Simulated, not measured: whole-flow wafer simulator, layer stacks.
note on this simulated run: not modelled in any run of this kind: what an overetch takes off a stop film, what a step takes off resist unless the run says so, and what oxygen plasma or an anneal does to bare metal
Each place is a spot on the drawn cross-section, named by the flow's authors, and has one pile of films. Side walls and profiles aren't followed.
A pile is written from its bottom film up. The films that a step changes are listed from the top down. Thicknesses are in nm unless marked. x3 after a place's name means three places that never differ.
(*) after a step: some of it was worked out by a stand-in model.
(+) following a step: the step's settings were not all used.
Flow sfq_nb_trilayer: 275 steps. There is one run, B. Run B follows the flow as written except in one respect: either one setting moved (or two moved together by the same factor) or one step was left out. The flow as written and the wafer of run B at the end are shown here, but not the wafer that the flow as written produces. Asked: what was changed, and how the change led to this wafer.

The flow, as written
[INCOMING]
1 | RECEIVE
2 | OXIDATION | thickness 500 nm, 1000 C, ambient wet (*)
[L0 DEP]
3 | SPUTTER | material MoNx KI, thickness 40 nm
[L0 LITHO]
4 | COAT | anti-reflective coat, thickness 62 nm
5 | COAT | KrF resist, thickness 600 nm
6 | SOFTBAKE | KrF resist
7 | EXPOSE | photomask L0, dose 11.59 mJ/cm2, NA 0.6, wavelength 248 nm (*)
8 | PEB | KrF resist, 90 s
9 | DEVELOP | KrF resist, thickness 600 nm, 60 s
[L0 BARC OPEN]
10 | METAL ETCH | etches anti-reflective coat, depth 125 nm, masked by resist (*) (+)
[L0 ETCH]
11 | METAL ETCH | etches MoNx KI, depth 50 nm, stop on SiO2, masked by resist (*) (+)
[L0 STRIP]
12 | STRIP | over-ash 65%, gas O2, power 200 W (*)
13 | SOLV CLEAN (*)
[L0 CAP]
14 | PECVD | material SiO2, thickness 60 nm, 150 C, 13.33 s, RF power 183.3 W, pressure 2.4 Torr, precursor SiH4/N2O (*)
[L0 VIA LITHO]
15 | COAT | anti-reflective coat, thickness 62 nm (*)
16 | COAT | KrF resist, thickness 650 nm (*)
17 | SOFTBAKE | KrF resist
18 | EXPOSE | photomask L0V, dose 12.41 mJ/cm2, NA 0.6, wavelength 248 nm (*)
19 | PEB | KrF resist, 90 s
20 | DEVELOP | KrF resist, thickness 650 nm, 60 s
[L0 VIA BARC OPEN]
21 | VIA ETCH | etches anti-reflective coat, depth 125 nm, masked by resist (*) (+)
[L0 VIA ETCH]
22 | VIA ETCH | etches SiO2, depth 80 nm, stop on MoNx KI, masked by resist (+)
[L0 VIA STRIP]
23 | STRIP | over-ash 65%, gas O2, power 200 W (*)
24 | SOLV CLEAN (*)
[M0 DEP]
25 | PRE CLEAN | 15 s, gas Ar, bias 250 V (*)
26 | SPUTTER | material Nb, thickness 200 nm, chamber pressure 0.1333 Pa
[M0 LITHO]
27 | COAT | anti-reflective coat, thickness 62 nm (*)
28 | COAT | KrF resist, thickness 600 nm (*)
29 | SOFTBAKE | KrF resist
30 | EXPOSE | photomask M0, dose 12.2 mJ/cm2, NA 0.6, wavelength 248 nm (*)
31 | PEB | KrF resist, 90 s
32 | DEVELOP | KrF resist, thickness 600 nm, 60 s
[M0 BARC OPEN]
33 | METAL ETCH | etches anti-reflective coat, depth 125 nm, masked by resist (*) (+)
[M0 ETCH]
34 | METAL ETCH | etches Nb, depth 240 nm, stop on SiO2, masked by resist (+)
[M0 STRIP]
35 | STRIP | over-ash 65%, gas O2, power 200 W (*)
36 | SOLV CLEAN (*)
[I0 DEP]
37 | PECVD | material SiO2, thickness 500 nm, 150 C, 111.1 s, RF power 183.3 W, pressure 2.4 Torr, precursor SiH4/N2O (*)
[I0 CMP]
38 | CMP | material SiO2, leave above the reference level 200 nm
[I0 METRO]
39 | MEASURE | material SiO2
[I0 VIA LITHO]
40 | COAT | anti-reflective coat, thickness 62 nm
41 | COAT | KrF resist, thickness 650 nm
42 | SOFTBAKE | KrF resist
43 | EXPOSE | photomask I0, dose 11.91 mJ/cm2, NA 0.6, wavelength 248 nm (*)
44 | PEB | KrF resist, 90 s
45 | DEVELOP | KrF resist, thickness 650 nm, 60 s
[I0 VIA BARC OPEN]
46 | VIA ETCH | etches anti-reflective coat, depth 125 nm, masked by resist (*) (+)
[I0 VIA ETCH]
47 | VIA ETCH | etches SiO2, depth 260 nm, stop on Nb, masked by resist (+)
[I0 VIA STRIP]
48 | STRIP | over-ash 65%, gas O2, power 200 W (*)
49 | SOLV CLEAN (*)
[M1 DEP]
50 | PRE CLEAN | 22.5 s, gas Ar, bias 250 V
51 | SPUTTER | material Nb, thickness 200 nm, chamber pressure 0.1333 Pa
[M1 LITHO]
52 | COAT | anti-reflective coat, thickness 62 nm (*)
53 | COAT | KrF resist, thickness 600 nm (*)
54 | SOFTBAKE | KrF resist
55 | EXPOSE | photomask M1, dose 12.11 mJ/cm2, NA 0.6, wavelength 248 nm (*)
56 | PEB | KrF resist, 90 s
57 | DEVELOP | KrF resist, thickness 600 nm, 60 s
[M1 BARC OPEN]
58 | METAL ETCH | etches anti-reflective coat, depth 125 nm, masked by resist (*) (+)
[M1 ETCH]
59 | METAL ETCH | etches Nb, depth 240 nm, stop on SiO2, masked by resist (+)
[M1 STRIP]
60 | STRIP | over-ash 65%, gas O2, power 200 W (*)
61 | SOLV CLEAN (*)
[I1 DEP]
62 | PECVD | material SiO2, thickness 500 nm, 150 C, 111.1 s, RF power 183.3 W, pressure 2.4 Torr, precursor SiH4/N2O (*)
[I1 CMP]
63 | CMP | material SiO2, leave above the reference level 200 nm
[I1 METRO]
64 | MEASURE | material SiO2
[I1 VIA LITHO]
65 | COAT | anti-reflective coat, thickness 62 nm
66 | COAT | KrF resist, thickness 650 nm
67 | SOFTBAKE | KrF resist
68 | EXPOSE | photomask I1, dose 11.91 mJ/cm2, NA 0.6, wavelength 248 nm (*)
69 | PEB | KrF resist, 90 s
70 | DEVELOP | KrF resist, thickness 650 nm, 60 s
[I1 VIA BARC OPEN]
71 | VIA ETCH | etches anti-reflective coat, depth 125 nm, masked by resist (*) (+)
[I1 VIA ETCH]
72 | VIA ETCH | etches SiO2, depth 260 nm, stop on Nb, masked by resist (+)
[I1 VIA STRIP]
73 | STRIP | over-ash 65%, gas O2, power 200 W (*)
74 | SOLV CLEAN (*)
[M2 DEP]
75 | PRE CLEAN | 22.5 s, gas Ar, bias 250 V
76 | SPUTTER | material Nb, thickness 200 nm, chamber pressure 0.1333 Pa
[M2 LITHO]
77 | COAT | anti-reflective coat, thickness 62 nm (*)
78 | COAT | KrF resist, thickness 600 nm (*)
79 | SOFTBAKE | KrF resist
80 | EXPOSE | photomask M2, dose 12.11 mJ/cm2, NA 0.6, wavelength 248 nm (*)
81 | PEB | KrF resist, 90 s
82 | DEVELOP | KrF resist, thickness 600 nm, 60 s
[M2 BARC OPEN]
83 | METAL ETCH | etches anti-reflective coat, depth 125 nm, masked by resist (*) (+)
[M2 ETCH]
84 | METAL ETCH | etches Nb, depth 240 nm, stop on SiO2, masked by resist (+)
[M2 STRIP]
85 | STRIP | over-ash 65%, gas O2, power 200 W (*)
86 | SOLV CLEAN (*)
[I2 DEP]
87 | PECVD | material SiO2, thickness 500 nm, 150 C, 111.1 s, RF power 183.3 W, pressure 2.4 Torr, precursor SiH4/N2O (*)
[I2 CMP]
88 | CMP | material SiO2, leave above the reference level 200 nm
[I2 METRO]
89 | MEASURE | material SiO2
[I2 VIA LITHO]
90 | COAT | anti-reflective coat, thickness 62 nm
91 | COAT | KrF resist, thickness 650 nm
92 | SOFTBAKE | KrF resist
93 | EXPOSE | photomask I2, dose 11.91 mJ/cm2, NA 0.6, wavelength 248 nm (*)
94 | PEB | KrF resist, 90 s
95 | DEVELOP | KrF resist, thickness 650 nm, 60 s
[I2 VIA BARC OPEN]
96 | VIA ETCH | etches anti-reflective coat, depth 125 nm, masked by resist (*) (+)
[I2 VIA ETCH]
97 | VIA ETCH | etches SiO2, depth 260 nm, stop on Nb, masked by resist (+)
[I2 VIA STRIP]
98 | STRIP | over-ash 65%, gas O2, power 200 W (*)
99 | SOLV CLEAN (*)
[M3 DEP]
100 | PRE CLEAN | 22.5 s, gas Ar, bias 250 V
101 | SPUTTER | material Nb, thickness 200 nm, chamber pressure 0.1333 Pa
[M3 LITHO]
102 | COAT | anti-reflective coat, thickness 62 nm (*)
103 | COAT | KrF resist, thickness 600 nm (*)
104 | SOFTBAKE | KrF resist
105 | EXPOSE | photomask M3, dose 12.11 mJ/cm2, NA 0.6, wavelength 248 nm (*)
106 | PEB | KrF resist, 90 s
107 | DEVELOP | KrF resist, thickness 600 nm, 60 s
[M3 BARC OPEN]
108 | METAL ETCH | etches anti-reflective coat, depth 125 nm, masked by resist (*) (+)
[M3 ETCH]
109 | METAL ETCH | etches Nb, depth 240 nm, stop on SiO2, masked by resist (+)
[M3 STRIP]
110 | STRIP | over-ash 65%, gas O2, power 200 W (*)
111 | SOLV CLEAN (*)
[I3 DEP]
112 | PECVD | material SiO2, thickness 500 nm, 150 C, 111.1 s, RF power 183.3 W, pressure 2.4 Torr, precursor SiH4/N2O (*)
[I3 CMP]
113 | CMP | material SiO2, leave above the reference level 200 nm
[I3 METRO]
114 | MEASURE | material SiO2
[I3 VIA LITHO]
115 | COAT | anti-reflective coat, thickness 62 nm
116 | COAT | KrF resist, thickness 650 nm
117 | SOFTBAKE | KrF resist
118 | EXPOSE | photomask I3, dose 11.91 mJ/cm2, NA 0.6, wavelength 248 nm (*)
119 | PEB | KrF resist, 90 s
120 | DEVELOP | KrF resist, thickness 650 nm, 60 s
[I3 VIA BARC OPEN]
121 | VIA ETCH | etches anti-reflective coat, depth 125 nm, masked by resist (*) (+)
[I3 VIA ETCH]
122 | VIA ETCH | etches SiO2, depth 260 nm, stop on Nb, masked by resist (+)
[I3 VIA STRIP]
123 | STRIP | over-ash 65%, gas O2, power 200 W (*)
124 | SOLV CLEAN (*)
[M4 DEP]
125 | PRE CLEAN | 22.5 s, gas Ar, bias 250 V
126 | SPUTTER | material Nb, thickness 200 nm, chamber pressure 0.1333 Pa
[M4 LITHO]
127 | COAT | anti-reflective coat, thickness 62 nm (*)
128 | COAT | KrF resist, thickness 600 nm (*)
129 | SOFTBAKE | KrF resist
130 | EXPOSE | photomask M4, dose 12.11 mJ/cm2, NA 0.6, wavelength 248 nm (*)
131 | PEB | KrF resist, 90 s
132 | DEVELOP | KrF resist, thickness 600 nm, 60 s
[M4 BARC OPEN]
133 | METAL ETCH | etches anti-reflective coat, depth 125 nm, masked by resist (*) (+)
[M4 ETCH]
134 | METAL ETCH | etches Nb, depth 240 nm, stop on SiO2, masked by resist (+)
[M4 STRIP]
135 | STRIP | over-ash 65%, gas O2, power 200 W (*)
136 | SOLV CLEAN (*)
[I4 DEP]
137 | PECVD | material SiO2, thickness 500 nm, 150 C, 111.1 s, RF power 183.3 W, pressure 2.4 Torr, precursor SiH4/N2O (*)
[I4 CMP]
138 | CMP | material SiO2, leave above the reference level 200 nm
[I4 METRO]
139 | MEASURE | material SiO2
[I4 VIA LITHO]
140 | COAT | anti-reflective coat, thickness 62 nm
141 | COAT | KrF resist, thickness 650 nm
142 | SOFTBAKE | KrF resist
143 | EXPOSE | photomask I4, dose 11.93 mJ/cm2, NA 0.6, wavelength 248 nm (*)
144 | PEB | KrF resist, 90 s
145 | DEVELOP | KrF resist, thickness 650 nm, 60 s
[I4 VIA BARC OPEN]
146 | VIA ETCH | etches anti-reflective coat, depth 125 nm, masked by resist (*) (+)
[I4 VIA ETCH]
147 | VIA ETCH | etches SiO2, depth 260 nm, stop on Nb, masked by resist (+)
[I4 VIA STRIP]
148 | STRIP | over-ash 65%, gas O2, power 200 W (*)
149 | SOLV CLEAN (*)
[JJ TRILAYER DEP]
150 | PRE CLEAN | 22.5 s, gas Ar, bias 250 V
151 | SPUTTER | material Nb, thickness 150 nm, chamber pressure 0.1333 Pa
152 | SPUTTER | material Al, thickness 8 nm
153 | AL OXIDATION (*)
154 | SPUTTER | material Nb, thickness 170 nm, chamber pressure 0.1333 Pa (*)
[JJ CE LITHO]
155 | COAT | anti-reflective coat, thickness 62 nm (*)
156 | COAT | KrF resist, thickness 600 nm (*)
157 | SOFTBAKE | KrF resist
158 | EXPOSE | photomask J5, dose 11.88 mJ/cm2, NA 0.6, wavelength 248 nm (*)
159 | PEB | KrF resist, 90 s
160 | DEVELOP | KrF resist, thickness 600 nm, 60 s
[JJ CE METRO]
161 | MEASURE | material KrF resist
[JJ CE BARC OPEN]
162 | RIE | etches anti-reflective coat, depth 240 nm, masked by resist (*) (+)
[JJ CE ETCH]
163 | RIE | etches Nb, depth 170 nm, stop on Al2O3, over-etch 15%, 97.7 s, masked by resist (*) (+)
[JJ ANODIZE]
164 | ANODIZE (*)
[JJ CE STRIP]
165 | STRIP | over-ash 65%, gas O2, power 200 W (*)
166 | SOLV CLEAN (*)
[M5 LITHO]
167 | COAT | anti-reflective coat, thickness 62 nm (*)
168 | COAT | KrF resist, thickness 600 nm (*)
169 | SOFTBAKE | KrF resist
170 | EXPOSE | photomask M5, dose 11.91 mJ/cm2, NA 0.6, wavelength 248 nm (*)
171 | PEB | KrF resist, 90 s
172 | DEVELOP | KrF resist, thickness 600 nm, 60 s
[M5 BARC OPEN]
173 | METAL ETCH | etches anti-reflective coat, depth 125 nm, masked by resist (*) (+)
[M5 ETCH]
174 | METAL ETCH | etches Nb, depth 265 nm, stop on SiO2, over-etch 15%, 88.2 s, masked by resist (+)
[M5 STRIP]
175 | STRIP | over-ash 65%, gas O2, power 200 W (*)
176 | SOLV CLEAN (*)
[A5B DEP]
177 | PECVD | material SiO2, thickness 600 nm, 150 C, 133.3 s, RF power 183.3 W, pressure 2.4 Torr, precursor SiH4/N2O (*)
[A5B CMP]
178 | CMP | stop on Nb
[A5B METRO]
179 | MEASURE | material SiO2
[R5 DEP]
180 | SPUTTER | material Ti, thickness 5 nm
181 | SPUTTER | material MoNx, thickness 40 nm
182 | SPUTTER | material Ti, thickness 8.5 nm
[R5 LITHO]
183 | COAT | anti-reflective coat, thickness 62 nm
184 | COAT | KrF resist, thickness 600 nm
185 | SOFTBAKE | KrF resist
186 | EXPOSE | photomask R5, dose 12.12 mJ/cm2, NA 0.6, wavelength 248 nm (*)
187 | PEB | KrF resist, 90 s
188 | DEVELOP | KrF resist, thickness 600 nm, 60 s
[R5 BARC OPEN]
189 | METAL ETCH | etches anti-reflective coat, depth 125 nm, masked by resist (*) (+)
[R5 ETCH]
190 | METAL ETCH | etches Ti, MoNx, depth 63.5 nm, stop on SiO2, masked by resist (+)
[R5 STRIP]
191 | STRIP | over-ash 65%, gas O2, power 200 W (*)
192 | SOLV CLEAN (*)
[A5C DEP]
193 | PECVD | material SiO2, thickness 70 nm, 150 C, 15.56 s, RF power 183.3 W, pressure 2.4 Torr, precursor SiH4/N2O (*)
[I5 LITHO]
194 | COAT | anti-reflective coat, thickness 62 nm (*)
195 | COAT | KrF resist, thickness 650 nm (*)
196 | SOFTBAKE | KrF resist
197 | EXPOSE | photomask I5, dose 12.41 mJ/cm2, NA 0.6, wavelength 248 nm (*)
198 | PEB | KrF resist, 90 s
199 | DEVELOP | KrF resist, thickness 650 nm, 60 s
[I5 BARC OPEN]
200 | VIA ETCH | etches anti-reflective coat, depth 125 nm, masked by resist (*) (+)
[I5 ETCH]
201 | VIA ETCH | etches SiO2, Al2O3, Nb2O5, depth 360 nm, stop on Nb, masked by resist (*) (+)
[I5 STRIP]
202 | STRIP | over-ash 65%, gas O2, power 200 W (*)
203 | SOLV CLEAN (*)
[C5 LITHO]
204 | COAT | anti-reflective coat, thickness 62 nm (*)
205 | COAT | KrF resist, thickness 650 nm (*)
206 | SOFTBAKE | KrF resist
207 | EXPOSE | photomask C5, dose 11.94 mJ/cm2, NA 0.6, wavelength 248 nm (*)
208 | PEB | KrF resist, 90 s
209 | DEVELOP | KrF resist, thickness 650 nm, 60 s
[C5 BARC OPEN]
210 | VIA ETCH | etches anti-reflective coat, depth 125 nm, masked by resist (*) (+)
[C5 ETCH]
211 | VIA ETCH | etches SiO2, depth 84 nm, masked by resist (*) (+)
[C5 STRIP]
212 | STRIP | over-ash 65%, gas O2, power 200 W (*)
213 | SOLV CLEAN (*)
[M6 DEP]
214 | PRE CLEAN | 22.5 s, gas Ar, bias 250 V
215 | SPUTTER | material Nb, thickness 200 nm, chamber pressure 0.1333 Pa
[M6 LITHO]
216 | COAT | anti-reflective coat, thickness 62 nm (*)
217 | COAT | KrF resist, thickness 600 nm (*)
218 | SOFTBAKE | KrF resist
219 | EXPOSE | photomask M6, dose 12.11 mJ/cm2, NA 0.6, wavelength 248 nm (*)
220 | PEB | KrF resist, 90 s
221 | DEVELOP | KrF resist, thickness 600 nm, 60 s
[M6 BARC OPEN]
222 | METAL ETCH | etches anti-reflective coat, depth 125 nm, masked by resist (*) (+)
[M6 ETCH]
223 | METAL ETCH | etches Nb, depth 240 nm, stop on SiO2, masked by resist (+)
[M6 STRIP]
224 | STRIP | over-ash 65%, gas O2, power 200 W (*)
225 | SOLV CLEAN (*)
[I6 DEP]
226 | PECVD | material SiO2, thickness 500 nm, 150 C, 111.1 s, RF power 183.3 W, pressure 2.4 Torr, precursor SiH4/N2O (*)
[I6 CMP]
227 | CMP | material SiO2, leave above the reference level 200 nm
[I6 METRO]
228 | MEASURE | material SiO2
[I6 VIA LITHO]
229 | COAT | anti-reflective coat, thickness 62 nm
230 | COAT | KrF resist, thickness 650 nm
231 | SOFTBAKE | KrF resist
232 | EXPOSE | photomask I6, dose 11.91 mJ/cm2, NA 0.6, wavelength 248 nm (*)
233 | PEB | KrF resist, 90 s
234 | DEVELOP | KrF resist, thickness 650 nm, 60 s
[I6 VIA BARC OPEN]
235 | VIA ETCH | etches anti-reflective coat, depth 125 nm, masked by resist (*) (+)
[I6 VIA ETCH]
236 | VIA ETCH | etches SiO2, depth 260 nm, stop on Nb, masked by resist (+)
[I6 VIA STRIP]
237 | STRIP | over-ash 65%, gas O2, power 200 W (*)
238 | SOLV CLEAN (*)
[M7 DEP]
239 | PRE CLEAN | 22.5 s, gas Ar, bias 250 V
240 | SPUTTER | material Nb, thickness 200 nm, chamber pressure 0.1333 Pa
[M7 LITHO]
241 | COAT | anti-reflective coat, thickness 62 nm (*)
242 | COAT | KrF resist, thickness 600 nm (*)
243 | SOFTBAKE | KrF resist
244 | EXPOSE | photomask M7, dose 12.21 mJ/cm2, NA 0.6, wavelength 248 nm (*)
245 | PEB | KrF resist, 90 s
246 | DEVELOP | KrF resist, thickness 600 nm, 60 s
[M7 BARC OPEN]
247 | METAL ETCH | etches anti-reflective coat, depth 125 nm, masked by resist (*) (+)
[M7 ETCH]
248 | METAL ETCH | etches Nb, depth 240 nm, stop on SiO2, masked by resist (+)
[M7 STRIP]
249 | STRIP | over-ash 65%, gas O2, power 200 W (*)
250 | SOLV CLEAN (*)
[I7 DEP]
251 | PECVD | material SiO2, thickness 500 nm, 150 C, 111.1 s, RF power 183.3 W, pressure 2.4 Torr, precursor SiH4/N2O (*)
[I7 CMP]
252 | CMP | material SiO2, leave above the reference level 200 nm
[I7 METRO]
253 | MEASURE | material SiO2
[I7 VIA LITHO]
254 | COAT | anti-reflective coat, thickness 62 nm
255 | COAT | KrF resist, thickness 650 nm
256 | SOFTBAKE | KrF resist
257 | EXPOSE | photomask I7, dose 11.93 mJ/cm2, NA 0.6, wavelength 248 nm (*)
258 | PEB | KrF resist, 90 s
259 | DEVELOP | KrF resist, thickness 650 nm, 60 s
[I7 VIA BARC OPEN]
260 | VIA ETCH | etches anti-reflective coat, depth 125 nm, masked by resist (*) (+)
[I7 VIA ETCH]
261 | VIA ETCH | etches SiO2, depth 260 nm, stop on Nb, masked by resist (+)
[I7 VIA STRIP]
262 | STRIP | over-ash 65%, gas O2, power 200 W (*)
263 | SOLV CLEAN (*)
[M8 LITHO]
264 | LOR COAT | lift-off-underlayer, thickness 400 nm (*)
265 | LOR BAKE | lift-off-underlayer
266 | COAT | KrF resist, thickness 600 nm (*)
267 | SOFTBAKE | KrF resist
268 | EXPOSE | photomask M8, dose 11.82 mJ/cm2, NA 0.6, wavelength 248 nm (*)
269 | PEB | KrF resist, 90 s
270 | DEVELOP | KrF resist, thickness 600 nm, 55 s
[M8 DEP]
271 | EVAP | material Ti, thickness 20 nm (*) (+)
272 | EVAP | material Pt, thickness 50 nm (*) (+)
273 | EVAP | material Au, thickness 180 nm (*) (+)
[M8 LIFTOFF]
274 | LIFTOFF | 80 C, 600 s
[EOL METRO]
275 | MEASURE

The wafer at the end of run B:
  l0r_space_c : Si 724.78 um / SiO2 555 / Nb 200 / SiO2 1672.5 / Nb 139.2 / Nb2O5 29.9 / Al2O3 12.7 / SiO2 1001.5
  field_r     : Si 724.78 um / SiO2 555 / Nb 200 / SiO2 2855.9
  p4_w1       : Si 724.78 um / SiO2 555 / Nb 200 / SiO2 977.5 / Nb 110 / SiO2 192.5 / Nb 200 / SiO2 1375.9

What caused this: step 101, SPUTTER: thickness 110 nm was run, though the flow has thickness 200 nm.
The wafer lets one read it off: p4_w1 has Nb 110, and step 101 as written asks for 200 nm.

Step by step, how the change led to this:
  101 | SPUTTER | material Nb, thickness 200 nm, chamber pressure 0.1333 Pa
      field_l, v_sur, via_wl and 102 more: +110 Nb (new film) (in the flow as written it would be: +200 Nb (new film))
      via_w: +90.7 Nb (in the flow as written it would be: +165.5 Nb)
  102 | COAT | anti-reflective coat, thickness 62 nm (*)
      via_wl, via_wr: +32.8 anti-reflective coat (new film) (in the flow as written it would be: +34.2 anti-reflective coat (new film))
      via_w: +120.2 anti-reflective coat (new film) (in the flow as written it would be: +124.8 anti-reflective coat (new film))
  109 | METAL ETCH | etches Nb, depth 240 nm, stop on SiO2, masked by resist (+)
      field_l, be, be_sur and 72 more: -110 Nb (all of it) (in the flow as written it would be: -200 Nb (all of it))
      v_sur, via_wl, via_w and 28 more: -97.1 KrF resist (in the flow as written it would be: -141.2 KrF resist)
  110 | STRIP | over-ash 65%, gas O2, power 200 W (*)
      p4_w1, p4_w2, p4_w3 and 21 more: -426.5 KrF resist (all of it), -62 anti-reflective coat (all of it) (in the flow as written it would be: -382.4 KrF resist (all of it), -62 anti-reflective coat (all of it))
      via_wl, via_wr: -430.7 KrF resist (all of it), -32.8 anti-reflective coat (all of it) (in the flow as written it would be: -384.2 KrF resist (all of it), -34.2 anti-reflective coat (all of it))
      (as well as at 5 more places)
  112 | PECVD | material SiO2, thickness 500 nm, 150 C, 111.1 s, RF power 183.3 W, pressure 2.4 Torr, precursor SiH4/N2O (*)
      p4_g1, p4_g2, p3_s0, p3_s1, p3_s2, p3_s3, p3_s4, p3_s5: +500 SiO2 (in the flow as written it would be: +557.1 SiO2)
      via_w: +590 SiO2 (new film) (in the flow as written it would be: +615 SiO2 (new film))
  113 | CMP | material SiO2, leave above the reference level 200 nm
      field_l, be, be_sur and 64 more: -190 SiO2 (in the flow as written it would be: -100 SiO2)
      p4_g1, p4_g2, p3_s0, p3_s1, p3_s2, p3_s3, p3_s4, p3_s5: -190 SiO2 (in the flow as written it would be: -157.1 SiO2)
      (as well as at 1 more place)
